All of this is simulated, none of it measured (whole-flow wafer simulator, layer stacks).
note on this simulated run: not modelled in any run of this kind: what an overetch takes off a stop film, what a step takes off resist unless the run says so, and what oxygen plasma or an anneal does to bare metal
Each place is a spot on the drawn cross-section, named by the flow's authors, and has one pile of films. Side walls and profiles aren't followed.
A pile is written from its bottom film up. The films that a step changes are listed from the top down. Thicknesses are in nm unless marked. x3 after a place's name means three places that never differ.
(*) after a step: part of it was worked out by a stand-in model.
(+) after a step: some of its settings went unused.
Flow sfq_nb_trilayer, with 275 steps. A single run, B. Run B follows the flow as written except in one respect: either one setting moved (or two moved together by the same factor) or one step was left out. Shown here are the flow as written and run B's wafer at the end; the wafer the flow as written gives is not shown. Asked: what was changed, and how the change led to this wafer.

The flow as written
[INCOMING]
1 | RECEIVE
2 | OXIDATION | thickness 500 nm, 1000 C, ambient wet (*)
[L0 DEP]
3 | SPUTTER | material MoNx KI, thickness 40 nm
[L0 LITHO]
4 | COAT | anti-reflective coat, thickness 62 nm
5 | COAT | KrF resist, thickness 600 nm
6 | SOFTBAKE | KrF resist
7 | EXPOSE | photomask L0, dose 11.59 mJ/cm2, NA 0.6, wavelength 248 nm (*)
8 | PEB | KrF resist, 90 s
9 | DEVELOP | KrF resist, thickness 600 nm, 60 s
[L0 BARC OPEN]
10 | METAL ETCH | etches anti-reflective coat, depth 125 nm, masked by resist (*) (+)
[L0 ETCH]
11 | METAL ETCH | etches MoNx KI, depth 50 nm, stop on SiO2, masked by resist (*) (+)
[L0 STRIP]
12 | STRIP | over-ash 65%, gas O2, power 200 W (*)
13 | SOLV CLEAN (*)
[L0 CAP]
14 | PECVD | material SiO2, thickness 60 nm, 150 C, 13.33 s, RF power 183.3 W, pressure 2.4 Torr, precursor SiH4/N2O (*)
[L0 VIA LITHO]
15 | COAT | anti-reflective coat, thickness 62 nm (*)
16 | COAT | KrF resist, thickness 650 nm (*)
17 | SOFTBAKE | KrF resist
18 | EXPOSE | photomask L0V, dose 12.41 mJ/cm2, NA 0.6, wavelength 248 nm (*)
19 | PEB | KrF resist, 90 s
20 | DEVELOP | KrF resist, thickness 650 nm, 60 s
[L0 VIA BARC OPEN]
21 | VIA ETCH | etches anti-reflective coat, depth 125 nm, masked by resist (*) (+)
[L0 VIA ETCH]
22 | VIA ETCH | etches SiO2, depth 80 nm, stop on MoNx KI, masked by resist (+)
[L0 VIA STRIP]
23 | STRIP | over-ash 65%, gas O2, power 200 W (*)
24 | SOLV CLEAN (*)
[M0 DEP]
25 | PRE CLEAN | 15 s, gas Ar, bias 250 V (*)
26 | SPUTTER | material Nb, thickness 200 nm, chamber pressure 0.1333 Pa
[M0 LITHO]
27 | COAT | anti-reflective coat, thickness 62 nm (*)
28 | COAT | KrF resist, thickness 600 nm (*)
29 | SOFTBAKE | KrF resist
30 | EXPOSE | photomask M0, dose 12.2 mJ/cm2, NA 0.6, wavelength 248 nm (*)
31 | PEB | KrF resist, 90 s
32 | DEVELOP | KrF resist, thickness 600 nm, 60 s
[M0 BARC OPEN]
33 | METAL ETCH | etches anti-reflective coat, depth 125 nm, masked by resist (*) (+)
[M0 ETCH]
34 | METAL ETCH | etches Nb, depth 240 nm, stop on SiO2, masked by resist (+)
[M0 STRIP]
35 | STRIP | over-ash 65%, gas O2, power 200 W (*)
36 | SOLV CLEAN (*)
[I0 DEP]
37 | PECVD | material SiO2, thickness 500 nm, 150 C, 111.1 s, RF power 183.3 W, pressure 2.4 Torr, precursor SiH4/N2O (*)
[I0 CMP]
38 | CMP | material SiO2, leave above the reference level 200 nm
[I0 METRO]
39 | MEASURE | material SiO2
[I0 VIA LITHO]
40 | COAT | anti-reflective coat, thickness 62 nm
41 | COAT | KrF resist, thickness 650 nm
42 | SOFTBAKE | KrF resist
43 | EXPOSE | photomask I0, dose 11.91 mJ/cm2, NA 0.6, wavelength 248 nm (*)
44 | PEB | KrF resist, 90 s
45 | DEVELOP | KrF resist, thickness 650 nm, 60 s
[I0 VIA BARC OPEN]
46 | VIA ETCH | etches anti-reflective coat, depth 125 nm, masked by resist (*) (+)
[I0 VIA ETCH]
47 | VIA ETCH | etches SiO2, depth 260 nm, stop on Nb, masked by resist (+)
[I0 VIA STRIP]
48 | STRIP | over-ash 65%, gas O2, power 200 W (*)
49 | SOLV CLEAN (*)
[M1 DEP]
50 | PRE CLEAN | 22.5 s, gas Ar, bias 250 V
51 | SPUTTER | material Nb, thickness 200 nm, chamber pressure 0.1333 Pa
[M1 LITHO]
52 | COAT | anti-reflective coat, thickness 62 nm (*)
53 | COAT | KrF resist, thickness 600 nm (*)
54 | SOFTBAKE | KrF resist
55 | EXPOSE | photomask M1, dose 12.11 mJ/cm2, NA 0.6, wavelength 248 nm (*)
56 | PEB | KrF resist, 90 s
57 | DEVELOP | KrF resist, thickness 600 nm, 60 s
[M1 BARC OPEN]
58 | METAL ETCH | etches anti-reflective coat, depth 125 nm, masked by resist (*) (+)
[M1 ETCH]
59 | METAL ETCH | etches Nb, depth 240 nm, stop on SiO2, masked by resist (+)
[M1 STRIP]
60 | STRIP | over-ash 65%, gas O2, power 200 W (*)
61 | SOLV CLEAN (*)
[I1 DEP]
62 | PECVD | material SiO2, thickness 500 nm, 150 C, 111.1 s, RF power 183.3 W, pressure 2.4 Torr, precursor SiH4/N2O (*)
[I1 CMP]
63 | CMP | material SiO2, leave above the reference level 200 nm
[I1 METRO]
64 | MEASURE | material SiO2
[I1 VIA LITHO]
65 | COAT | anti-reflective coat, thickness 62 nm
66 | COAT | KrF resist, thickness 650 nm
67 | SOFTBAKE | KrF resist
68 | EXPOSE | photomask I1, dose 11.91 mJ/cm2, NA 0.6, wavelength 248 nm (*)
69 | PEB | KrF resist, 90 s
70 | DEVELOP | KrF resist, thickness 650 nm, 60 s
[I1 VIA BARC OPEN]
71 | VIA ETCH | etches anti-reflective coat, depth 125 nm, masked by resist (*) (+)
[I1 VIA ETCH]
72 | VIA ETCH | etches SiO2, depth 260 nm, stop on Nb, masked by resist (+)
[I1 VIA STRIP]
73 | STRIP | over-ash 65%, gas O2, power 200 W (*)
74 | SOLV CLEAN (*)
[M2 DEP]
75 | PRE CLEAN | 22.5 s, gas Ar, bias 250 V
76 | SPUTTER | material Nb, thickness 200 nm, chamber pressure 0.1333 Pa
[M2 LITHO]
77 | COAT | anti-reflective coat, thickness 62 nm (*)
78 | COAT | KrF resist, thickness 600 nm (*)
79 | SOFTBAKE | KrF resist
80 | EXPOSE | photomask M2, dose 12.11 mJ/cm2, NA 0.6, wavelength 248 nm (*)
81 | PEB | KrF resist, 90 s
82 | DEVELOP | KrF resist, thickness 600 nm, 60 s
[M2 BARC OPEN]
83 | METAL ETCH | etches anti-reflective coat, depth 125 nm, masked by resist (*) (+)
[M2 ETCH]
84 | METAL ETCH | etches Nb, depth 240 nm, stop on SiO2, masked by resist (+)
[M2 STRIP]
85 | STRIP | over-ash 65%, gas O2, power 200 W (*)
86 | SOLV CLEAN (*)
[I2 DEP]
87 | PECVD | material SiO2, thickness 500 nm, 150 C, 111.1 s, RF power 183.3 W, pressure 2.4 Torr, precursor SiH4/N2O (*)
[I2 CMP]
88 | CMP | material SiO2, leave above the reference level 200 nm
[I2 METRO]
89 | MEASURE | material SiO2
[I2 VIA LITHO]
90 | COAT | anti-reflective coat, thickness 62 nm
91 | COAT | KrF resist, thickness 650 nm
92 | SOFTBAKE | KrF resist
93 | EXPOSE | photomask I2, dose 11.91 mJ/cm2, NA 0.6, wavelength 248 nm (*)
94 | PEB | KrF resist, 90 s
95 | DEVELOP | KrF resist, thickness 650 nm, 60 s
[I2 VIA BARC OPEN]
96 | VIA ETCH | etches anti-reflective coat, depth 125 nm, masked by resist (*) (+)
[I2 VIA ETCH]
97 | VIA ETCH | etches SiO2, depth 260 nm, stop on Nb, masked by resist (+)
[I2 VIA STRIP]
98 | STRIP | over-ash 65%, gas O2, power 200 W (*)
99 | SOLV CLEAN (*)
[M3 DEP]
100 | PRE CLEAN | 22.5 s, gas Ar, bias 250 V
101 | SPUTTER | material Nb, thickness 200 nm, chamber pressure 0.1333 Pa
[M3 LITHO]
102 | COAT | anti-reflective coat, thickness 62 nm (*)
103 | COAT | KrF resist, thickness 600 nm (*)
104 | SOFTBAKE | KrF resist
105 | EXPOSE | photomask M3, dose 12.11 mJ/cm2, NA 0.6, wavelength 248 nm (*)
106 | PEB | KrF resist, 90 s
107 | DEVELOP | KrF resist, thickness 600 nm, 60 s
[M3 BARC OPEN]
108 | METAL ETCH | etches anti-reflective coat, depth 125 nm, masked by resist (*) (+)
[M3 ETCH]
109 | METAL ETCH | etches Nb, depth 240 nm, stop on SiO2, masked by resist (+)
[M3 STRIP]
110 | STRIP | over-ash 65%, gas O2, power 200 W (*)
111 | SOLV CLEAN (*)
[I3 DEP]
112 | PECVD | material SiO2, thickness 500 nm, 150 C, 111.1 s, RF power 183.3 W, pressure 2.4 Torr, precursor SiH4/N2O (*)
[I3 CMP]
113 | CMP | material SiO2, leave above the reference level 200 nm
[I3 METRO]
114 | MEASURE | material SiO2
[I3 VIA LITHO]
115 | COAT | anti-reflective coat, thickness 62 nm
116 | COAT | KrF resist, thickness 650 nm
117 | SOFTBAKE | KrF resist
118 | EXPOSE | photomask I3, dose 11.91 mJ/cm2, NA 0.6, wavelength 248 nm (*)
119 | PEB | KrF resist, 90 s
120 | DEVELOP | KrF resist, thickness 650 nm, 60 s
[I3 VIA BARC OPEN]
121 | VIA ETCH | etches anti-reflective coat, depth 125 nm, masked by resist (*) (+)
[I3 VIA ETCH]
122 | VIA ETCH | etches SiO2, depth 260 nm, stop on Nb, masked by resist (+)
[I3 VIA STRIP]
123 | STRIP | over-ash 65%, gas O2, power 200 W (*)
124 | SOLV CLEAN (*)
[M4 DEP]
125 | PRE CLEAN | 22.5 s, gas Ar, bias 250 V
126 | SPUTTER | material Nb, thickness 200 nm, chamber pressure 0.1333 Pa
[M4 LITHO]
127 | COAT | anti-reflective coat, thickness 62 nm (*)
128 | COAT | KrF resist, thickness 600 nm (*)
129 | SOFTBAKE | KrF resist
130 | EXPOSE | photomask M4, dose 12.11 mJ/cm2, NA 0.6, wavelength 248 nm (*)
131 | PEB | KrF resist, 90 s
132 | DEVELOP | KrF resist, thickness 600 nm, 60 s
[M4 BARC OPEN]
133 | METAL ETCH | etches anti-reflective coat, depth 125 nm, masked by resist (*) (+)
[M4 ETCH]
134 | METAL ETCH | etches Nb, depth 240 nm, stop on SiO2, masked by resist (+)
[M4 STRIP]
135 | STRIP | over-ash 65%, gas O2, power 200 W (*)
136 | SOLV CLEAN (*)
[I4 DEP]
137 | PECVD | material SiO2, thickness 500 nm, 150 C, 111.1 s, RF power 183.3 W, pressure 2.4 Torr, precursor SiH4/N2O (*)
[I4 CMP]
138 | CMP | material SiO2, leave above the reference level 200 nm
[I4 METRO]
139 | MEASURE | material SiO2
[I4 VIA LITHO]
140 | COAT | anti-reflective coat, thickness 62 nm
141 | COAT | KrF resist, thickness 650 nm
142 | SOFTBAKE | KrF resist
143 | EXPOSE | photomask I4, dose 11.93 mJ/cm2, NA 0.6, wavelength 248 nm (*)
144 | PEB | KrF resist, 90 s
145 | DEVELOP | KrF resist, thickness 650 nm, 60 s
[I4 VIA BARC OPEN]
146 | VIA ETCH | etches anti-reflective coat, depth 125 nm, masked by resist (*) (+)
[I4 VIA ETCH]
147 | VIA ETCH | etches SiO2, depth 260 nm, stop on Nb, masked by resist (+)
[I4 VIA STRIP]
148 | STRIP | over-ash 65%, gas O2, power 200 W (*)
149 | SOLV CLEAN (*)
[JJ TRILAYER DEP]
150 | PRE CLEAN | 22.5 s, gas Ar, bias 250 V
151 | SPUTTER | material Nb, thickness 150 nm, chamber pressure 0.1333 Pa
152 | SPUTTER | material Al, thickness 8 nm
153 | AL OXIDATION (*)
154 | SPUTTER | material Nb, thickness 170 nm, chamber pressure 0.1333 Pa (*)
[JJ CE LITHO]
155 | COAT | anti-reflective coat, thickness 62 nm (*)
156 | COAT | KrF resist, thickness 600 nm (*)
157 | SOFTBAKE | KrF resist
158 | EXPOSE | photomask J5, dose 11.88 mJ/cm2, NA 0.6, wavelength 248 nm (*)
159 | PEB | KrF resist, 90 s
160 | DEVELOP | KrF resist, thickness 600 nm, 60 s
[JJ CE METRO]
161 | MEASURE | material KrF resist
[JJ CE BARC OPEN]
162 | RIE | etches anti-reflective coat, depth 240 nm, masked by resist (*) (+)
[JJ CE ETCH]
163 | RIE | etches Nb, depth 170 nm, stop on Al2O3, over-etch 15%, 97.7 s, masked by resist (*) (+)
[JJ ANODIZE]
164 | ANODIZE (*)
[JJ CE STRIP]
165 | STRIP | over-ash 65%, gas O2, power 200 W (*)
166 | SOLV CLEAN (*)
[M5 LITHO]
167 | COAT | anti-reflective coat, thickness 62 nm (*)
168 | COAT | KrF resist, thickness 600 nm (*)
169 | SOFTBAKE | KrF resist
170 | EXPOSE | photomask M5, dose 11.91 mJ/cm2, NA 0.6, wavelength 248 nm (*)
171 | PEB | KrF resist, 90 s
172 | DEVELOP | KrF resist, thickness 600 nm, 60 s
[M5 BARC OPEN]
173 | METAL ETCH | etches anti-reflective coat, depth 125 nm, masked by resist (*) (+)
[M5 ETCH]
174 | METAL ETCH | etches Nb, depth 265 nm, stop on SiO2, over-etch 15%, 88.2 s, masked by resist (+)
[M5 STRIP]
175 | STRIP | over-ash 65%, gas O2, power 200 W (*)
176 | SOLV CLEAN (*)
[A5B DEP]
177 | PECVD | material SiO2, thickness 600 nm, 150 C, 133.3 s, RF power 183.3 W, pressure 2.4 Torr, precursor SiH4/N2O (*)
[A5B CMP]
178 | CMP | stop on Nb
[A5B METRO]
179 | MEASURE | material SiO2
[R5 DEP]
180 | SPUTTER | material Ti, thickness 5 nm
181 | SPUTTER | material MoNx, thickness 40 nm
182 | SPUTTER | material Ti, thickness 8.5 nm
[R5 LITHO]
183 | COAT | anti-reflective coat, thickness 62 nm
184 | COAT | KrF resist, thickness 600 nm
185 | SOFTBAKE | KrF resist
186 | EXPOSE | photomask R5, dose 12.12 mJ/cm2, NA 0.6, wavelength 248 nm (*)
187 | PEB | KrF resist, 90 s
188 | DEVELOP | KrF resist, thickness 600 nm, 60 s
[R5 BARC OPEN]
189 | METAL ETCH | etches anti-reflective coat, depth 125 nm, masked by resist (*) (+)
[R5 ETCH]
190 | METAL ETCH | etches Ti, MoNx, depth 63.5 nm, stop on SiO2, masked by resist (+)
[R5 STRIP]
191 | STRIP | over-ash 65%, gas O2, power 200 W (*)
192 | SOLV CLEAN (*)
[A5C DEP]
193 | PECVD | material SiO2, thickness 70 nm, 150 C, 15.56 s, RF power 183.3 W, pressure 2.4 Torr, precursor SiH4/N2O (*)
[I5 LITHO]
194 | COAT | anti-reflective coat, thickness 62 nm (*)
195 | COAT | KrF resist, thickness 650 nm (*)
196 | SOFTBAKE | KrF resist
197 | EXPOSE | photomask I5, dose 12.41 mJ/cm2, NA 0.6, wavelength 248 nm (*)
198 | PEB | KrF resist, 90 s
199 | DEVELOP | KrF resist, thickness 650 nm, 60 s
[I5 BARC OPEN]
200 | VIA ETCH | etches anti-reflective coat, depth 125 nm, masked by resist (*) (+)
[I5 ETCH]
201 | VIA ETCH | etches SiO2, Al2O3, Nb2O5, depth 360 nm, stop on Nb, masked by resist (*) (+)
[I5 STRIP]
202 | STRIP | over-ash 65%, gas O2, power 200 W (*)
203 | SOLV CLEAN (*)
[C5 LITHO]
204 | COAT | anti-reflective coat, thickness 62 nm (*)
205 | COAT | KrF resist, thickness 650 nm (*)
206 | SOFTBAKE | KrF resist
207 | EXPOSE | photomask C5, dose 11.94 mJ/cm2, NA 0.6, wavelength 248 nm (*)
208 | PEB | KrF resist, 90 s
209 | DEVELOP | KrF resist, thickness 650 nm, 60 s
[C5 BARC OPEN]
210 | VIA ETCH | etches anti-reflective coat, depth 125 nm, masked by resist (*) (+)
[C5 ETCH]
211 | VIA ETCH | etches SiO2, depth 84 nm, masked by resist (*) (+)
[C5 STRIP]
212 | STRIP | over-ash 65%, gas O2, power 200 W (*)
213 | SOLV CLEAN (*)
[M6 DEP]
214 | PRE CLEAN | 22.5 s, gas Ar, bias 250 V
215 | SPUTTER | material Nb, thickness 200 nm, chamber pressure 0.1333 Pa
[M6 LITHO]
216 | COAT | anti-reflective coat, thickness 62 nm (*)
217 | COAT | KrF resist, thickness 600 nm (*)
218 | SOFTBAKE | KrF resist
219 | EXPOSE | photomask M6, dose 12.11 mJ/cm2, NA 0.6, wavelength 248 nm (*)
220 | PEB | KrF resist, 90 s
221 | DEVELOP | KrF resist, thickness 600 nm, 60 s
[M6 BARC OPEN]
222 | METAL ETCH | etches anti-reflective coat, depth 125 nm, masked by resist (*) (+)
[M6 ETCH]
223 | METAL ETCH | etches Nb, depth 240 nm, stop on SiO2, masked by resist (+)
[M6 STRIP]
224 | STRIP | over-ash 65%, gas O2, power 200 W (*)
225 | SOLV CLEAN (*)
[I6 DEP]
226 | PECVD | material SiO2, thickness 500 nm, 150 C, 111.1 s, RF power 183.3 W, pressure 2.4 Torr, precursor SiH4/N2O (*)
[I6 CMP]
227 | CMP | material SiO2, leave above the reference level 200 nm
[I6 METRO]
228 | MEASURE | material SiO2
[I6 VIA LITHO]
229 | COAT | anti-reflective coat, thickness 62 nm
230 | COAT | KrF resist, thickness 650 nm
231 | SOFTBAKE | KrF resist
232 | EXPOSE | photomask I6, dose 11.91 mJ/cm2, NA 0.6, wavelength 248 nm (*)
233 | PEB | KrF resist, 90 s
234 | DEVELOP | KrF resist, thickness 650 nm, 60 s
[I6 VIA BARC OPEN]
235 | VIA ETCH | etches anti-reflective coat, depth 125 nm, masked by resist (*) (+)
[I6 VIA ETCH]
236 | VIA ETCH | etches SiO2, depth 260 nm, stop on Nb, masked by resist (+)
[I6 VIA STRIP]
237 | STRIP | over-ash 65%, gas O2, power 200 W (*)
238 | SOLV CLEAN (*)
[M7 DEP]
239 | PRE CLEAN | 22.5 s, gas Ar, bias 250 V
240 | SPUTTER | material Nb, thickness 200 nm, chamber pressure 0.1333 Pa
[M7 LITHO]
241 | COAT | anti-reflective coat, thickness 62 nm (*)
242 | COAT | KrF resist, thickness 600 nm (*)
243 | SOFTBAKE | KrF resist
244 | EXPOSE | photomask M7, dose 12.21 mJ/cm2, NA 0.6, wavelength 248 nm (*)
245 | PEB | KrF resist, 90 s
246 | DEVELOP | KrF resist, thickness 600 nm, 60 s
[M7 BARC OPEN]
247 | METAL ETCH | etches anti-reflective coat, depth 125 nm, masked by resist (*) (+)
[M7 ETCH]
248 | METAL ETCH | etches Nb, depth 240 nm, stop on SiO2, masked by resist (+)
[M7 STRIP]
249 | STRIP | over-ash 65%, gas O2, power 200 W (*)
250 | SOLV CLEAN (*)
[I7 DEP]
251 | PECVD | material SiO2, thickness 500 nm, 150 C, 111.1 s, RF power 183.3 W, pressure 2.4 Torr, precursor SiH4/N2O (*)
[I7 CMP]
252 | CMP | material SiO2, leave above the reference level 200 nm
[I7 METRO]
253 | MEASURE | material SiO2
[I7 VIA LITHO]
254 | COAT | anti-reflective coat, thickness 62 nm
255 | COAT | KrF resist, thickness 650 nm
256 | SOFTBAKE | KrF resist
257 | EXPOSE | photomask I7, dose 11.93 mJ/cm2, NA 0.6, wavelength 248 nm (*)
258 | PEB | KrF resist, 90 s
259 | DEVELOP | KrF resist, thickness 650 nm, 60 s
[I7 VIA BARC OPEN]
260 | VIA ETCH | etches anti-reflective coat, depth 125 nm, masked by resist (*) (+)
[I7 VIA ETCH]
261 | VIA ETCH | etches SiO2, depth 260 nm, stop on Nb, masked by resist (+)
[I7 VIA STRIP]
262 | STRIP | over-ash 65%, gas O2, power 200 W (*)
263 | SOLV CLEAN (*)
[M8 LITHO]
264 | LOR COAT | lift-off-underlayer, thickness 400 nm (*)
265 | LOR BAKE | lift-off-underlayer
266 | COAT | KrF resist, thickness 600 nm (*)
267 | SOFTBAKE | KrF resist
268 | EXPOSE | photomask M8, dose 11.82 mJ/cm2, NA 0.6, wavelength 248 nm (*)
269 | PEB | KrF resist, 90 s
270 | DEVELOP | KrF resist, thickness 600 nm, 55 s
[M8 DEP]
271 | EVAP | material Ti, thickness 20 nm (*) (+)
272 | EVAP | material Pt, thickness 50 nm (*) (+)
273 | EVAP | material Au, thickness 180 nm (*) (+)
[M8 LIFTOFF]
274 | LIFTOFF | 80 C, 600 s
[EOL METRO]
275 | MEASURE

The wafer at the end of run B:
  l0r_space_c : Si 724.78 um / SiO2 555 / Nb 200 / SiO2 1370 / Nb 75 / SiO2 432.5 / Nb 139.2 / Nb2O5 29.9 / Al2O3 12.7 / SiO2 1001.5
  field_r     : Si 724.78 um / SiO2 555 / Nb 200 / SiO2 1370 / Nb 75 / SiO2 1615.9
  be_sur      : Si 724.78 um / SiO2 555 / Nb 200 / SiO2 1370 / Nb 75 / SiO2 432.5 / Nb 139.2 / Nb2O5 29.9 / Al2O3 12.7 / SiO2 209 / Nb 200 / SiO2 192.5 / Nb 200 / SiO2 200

What caused this: step 126, SPUTTER: thickness 315 nm was run, whereas the flow has thickness 200 nm.

The path from the change to this, step by step:
  126 | SPUTTER | material Nb, thickness 200 nm, chamber pressure 0.1333 Pa
      field_l, v_sur, via_wl and 102 more: Nb gains 315 (new film) (as written it would have been: Nb gains 200 (new film))
      via_v: Nb gains 262.5 (as written it would have been: Nb gains 165.5)
  127 | COAT | anti-reflective coat, thickness 62 nm (*)
      via_v: anti-reflective coat gains 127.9 (new film) (as written it would have been: anti-reflective coat gains 124.8 (new film))
  134 | METAL ETCH | etches Nb, depth 240 nm, stop on SiO2, masked by resist (+)
      field_l, be, be_sur and 64 more: Nb loses 240 (as written it would have been: Nb loses 200 (all of it))
  135 | STRIP | over-ash 65%, gas O2, power 200 W (*)
      via_v: KrF resist loses 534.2 (all of it), anti-reflective coat loses 127.9 (all of it) (as written it would have been: KrF resist loses 521.8 (all of it), anti-reflective coat loses 124.8 (all of it))
  137 | PECVD | material SiO2, thickness 500 nm, 150 C, 111.1 s, RF power 183.3 W, pressure 2.4 Torr, precursor SiH4/N2O (*)
      field_l, be, be_sur and 55 more: SiO2 gains 500 (new film) (as written it would have been: SiO2 gains 500)
      p3_s0, p3_s1, p3_s2, p3_s3, p3_s4, p3_s5: SiO2 gains 597.1 (new film) (as written it would have been: SiO2 gains 557.1)
      (and at 3 other places as well)
  138 | CMP | material SiO2, leave above the reference level 200 nm
      field_l, be, be_sur and 55 more: SiO2 loses 60 (as written it would have been: SiO2 loses 100)
      lsp_r, l0_sur, l0v: SiO2 loses 50.3 (as written it would have been: SiO2 loses 91.9)
      (and at 1 other place as well)
With metal films that touch counted as one body, l0r_space_c has 3 bodies (between them, from the top down: SiO2 432.5; SiO2 1370); the flow as written gives 2 bodies (between them, from the top down: SiO2 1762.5).
With metal films that touch counted as one body, field_r has 2 bodies (between them, from the top down: SiO2 1370); the flow as written gives 1 body.
With metal films that touch counted as one body, be_sur has 5 bodies (between them, from the top down: SiO2 192.5; SiO2 209 / Al2O3 12.7 / Nb2O5 29.9; SiO2 432.5; SiO2 1370); the flow as written gives 4 bodies (between them, from the top down: SiO2 192.5; SiO2 209 / Al2O3 12.7 / Nb2O5 29.9; SiO2 1762.5).
